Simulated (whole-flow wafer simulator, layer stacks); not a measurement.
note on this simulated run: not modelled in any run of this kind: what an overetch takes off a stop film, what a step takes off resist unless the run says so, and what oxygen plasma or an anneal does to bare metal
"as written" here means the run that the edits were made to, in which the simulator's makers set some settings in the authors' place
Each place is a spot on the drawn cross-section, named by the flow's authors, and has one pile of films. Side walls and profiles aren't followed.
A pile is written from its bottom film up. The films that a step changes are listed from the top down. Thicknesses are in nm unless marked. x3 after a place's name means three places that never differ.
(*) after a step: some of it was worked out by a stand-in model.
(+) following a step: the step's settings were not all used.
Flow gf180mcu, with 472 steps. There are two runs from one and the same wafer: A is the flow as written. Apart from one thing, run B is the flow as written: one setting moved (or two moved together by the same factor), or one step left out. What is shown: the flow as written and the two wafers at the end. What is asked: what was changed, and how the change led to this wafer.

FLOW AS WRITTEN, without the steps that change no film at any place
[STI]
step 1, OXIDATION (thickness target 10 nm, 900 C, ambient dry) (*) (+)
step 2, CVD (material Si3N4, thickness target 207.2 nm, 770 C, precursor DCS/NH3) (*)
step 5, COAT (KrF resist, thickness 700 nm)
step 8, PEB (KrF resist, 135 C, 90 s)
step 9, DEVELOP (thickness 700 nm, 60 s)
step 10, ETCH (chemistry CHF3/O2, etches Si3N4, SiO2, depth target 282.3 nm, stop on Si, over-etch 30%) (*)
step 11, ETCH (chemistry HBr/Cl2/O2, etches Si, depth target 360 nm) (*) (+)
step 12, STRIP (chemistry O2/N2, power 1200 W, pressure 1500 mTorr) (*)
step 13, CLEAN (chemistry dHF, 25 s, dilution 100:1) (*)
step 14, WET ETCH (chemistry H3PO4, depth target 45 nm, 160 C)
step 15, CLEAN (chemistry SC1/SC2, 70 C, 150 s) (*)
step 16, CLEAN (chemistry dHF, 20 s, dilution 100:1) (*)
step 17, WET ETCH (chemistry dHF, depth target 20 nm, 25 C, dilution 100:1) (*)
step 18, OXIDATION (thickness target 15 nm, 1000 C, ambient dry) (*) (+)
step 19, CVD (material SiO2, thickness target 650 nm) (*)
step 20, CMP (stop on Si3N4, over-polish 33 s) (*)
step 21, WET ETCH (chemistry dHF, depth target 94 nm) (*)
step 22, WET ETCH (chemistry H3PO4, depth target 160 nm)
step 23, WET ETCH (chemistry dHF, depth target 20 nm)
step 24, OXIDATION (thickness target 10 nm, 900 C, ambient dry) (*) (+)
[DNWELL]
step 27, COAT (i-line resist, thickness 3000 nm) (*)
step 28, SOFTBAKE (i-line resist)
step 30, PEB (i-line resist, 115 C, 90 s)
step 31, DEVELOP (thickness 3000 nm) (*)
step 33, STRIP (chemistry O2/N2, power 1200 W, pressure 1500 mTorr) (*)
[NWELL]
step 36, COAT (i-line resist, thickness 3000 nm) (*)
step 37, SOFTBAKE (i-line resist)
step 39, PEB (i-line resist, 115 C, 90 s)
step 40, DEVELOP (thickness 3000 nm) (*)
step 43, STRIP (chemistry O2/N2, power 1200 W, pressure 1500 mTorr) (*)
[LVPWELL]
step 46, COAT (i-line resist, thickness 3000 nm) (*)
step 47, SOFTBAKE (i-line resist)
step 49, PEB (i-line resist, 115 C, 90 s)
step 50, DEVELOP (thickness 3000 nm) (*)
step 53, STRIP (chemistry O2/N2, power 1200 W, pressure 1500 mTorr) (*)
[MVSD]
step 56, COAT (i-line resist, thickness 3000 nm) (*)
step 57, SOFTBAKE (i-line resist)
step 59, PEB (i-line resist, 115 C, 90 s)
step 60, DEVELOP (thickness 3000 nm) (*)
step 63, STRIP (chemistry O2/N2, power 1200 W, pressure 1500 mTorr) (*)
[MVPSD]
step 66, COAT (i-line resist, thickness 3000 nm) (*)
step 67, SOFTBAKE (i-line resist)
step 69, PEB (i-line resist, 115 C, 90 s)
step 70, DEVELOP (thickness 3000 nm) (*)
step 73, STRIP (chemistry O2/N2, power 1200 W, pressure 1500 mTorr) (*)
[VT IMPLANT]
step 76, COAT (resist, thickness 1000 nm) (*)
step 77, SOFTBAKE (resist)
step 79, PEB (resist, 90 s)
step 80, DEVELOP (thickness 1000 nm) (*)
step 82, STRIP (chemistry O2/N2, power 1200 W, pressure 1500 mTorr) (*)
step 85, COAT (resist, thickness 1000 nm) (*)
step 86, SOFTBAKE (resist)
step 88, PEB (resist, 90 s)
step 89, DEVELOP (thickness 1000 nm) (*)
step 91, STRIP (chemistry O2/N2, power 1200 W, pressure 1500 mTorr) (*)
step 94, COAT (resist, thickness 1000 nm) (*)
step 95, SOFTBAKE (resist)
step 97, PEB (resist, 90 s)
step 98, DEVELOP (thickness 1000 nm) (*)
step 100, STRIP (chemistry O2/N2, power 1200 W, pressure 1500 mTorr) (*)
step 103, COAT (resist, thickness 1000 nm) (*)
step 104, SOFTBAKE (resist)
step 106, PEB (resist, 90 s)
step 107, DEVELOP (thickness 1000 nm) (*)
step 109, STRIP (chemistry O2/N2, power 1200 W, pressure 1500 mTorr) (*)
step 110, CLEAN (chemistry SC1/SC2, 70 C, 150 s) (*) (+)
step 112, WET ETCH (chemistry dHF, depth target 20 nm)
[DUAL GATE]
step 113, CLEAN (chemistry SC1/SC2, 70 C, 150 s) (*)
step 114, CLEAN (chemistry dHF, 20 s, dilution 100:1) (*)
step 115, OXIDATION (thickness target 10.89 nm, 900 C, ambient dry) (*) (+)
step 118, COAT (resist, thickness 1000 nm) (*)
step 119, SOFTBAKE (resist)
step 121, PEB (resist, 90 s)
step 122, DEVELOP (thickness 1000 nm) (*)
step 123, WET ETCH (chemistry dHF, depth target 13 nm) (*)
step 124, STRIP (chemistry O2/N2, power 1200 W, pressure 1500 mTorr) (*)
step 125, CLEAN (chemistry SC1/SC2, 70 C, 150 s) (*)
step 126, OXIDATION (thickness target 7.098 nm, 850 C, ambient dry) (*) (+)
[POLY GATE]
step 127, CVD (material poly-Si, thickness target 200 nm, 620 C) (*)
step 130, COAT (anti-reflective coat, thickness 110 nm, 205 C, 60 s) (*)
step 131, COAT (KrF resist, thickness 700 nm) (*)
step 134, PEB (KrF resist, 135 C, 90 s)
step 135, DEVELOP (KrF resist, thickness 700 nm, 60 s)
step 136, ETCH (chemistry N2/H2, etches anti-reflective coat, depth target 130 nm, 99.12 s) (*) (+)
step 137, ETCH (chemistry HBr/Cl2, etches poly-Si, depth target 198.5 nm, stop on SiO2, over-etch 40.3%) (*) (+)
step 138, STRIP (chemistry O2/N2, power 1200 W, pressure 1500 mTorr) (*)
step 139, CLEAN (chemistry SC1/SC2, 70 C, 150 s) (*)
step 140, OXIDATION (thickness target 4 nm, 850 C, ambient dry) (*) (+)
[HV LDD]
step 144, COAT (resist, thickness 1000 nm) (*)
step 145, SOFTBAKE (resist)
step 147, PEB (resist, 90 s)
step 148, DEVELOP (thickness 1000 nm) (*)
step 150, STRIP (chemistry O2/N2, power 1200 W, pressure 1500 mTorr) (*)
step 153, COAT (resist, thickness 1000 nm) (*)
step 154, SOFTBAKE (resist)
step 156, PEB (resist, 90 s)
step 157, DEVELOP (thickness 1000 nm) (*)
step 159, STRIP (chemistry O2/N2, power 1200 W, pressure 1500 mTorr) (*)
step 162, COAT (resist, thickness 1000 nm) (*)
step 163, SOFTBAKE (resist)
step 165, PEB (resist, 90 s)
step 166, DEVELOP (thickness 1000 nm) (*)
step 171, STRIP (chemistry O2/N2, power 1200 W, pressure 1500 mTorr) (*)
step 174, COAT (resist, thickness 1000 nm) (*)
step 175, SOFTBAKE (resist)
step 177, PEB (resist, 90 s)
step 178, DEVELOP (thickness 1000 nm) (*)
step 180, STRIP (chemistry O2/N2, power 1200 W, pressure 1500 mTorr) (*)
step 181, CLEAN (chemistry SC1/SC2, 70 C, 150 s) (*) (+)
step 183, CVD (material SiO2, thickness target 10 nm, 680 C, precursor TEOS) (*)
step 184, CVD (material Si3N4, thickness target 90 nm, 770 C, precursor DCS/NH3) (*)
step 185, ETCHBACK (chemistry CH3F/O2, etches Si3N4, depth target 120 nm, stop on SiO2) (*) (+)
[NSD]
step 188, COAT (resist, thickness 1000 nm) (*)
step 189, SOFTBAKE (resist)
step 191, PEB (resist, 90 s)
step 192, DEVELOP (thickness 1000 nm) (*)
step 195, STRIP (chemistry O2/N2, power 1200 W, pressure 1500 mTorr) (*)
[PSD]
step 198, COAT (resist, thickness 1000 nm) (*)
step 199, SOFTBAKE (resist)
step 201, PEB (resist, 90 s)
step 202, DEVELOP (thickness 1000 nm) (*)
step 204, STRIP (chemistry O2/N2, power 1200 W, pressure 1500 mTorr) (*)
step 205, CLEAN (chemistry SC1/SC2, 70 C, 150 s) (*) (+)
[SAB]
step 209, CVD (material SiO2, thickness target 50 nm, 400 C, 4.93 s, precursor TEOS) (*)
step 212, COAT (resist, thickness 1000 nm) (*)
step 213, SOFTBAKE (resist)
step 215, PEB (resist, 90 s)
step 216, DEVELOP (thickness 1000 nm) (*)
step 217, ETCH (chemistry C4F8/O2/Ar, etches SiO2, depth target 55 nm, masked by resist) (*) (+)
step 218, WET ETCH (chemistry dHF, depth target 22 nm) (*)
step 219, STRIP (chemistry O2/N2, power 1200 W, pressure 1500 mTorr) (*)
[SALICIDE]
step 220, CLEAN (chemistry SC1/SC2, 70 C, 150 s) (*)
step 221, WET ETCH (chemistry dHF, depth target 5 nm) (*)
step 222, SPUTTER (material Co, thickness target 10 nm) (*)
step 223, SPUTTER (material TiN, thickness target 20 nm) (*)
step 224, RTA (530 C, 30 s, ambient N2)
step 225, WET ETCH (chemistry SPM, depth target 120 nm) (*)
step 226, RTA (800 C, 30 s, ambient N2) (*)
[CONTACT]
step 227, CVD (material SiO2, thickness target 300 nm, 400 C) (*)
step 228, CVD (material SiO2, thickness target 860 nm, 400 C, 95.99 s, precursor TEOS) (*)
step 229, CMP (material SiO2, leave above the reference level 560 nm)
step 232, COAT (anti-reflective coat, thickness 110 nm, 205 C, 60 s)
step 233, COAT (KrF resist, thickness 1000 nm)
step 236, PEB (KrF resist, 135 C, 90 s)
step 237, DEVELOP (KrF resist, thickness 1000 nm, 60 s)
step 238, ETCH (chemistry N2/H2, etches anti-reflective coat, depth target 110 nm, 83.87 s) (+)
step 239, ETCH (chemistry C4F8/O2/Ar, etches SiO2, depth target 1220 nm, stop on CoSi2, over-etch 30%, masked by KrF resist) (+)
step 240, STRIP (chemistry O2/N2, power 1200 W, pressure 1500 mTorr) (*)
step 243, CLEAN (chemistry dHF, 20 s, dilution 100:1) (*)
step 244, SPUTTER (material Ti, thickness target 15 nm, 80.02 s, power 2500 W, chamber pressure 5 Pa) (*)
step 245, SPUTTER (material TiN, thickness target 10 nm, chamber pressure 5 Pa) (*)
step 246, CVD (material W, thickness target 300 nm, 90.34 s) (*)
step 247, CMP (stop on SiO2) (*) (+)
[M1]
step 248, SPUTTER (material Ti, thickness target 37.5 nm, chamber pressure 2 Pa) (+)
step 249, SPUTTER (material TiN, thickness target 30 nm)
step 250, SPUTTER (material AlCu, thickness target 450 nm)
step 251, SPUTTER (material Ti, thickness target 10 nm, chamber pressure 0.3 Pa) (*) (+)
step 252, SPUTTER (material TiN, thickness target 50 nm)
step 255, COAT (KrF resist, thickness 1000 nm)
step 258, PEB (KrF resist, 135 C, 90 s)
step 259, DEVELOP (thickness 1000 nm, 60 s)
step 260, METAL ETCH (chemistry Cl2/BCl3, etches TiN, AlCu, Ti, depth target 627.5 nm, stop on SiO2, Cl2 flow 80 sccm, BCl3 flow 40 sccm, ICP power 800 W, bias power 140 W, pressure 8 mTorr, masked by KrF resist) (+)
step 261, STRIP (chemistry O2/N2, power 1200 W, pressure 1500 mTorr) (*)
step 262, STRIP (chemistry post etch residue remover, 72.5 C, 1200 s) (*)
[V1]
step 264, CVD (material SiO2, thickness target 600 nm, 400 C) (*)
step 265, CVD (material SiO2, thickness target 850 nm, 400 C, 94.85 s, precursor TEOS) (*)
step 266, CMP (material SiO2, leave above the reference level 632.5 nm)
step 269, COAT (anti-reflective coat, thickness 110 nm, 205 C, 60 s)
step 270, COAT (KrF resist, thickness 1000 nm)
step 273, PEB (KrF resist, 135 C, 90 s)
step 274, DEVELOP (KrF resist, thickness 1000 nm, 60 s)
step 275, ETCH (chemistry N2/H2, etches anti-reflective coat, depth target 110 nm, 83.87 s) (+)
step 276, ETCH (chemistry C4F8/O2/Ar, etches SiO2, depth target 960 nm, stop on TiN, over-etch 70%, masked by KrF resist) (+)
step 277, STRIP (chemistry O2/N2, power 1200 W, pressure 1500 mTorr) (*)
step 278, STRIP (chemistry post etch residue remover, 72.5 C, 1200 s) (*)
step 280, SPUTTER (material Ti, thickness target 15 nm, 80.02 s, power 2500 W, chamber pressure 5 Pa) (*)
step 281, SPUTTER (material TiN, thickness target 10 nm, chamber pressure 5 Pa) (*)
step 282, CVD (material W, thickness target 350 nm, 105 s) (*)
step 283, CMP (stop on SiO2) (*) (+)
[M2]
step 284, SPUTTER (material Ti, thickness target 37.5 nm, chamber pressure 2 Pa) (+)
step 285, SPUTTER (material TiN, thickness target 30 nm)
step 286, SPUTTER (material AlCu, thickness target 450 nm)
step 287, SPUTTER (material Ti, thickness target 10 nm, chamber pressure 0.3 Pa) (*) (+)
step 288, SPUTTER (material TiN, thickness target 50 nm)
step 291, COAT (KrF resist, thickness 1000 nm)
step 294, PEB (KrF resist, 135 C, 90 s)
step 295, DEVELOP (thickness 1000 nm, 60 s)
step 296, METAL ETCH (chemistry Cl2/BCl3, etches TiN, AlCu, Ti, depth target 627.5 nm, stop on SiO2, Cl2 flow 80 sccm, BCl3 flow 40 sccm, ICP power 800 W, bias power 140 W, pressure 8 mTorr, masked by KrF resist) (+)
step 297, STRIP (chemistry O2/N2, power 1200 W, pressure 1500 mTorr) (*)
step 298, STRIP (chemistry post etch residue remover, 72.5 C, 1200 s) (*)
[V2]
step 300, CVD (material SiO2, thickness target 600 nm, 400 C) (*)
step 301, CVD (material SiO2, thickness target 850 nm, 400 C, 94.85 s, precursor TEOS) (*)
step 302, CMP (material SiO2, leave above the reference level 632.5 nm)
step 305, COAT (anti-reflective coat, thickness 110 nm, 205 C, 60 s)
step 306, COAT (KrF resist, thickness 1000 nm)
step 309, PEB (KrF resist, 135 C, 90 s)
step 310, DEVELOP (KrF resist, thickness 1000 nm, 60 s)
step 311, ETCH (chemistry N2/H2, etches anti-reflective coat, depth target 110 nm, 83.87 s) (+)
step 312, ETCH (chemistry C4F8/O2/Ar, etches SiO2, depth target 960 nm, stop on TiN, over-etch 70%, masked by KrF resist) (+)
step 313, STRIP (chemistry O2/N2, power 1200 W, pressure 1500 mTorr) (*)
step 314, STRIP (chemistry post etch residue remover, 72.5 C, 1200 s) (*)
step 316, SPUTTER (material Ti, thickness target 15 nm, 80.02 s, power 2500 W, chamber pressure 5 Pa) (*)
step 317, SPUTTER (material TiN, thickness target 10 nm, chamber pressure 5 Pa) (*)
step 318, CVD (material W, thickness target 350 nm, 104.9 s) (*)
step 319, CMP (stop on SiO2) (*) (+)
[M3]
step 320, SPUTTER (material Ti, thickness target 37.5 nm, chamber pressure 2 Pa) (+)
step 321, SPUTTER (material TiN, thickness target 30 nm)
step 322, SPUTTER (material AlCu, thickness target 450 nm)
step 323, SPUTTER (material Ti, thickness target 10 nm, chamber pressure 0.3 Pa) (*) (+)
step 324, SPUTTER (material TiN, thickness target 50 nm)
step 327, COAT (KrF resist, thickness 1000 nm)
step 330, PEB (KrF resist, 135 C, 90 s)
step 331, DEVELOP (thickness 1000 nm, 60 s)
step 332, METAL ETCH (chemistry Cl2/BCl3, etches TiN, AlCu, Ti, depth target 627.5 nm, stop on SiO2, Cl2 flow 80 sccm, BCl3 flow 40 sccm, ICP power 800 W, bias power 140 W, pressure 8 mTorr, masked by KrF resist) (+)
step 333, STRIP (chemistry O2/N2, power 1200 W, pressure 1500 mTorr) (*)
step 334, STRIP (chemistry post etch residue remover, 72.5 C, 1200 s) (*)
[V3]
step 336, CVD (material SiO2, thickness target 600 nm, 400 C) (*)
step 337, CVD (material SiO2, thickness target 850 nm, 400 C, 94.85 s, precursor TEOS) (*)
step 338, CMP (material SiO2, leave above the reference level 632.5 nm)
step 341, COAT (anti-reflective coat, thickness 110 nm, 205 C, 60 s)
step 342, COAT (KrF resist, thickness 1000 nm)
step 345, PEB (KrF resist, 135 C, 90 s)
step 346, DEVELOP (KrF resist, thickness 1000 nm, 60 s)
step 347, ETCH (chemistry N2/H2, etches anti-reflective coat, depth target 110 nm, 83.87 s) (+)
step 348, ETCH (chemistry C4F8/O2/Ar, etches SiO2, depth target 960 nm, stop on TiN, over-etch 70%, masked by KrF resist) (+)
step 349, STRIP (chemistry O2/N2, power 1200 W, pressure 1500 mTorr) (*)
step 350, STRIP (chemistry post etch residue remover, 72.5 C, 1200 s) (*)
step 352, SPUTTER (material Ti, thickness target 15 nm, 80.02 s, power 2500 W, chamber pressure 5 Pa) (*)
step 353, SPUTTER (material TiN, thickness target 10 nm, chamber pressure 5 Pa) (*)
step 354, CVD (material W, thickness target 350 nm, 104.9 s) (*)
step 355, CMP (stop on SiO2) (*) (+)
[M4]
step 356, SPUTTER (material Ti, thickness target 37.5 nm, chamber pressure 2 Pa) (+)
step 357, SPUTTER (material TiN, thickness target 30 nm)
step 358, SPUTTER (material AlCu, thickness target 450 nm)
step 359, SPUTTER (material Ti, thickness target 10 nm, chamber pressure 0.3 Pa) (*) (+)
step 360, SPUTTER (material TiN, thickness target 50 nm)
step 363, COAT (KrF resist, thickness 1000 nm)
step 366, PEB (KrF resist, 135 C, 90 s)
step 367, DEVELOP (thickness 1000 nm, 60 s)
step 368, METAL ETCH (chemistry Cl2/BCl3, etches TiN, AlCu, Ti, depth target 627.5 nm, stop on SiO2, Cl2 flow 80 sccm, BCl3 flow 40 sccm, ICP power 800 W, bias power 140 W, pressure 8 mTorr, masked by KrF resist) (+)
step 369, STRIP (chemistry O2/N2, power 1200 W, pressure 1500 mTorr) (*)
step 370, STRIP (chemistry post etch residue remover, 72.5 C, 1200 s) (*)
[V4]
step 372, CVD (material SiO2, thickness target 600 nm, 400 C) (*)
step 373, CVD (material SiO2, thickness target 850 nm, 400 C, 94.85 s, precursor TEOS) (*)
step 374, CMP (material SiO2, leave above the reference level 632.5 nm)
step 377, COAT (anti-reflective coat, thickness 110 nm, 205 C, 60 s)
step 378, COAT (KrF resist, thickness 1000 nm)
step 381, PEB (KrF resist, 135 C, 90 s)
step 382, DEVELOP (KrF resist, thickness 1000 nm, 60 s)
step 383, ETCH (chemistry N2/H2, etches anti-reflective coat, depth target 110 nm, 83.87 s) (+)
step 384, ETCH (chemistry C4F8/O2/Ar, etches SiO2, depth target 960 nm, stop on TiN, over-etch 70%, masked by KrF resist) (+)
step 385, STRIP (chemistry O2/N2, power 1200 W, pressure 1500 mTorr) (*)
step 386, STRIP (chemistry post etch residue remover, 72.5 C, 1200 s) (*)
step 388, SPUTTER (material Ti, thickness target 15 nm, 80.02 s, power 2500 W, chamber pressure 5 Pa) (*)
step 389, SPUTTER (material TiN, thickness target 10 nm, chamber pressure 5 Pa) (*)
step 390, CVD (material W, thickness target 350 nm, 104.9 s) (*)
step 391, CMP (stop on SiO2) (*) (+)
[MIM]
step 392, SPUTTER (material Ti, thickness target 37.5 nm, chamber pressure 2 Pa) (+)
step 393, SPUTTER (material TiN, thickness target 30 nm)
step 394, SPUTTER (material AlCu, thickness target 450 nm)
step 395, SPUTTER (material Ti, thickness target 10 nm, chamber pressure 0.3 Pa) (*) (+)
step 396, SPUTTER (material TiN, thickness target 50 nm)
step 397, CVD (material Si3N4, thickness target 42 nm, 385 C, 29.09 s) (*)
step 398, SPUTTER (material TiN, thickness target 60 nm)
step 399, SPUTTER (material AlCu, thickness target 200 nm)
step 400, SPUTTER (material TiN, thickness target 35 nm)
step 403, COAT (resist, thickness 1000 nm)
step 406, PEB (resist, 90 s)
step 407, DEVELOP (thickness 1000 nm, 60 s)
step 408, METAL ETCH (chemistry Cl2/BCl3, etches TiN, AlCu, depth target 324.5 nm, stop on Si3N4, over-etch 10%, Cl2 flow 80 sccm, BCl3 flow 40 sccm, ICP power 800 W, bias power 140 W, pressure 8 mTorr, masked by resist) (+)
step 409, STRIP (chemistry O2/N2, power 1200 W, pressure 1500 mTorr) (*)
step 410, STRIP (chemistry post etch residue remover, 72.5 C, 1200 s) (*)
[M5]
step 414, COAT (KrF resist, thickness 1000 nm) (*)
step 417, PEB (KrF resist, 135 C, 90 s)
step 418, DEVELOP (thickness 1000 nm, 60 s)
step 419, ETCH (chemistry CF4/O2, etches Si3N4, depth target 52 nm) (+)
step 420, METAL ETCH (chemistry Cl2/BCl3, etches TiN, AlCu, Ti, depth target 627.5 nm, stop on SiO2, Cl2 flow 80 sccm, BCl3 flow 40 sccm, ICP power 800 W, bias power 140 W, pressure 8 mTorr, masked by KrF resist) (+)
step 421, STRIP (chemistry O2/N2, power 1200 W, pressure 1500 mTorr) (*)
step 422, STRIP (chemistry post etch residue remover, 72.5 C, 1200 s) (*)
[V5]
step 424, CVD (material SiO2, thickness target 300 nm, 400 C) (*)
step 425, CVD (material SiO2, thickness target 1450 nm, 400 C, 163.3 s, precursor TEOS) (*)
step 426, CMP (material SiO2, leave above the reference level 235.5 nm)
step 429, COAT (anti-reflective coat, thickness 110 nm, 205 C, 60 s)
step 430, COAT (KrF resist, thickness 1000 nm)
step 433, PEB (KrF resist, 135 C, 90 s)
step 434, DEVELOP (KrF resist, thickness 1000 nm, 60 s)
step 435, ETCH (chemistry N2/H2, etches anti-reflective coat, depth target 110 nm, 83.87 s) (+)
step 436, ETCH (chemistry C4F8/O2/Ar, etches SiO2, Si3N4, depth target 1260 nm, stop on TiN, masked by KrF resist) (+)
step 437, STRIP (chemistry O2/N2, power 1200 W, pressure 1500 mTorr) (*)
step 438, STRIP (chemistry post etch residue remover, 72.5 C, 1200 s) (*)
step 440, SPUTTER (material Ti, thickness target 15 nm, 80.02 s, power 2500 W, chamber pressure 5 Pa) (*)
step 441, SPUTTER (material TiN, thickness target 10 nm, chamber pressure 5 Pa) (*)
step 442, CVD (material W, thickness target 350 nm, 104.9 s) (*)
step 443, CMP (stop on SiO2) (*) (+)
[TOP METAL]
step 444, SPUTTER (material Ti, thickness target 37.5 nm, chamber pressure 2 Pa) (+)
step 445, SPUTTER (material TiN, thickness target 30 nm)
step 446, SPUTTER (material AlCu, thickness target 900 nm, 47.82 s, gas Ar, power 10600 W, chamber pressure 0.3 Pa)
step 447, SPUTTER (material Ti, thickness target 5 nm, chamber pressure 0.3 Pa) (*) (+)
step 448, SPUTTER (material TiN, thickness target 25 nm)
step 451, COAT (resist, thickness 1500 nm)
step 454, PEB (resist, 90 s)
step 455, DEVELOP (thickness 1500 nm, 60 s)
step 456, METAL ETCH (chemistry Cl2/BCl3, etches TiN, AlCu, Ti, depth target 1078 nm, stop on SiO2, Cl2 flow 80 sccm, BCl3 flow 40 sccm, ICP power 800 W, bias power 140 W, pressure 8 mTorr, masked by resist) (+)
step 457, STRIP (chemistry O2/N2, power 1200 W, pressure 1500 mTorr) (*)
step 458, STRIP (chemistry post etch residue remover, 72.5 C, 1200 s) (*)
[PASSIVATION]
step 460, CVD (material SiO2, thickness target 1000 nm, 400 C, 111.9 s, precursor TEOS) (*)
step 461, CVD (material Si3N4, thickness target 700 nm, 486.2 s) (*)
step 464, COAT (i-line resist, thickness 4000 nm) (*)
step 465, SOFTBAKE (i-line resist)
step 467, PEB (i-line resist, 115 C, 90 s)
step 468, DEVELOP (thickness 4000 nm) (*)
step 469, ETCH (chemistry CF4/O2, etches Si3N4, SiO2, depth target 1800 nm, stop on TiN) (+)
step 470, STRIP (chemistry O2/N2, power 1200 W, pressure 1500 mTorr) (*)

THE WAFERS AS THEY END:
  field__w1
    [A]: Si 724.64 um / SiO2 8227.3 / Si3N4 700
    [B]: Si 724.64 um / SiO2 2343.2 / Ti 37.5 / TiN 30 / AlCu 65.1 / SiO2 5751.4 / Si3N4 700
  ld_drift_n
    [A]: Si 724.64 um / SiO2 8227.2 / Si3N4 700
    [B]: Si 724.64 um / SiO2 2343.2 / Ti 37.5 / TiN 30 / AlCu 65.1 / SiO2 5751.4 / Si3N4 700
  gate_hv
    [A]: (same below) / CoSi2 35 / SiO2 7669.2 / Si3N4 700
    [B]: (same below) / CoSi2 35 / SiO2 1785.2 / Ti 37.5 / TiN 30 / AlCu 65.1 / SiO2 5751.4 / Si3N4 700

The reason: step 296, METAL ETCH: depth target 439.2 nm was run, whereas the flow has depth target 627.5 nm.

Step by step, how the change led to this:
  step 296, METAL ETCH (chemistry Cl2/BCl3, etches TiN, AlCu, Ti, depth target 627.5 nm, stop on SiO2, Cl2 flow 80 sccm, BCl3 flow 40 sccm, ICP power 800 W, bias power 140 W, pressure 8 mTorr, masked by KrF resist) (+)
      field, field__w1, field__w2 and 103 more: A -50 TiN (all of it), -10 Ti (all of it), -450 AlCu (all of it), -30 TiN (all of it), -37.5 Ti (all of it) | B -50 TiN (all of it), -10 Ti (all of it), -379.2 AlCu
      field__w8, contact, m1, m1__w1, m1_nw: A -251 KrF resist | B -175.7 KrF resist
  step 297, STRIP (chemistry O2/N2, power 1200 W, pressure 1500 mTorr) (*)
      field__w8, contact, m1, m1__w1, m1_nw: A -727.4 KrF resist (all of it) | B -802.7 KrF resist (all of it)
  step 298, STRIP (chemistry post etch residue remover, 72.5 C, 1200 s) (*)
      field, field__w1, field__w2 and 103 more: A nothing | B -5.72 AlCu
  step 300, CVD (material SiO2, thickness target 600 nm, 400 C) (*)
      field, field__w1, field__w2 and 103 more: A +600 SiO2 | B +600 SiO2 (new film)
  step 302, CMP (material SiO2, leave above the reference level 632.5 nm)
      field, field__w1, field__w2 and 103 more: A -300 SiO2 | B -432.6 SiO2
Taking metal films that touch as one body, field__w1 has 1 body; the flow as written gives 0 bodies.
Taking metal films that touch as one body, ld_drift_n has 1 body; the flow as written gives 0 bodies.
Taking metal films that touch as one body, gate_hv has 2 bodies (between them, from the top down: SiO2 1785.2); the flow as written gives 1 body.
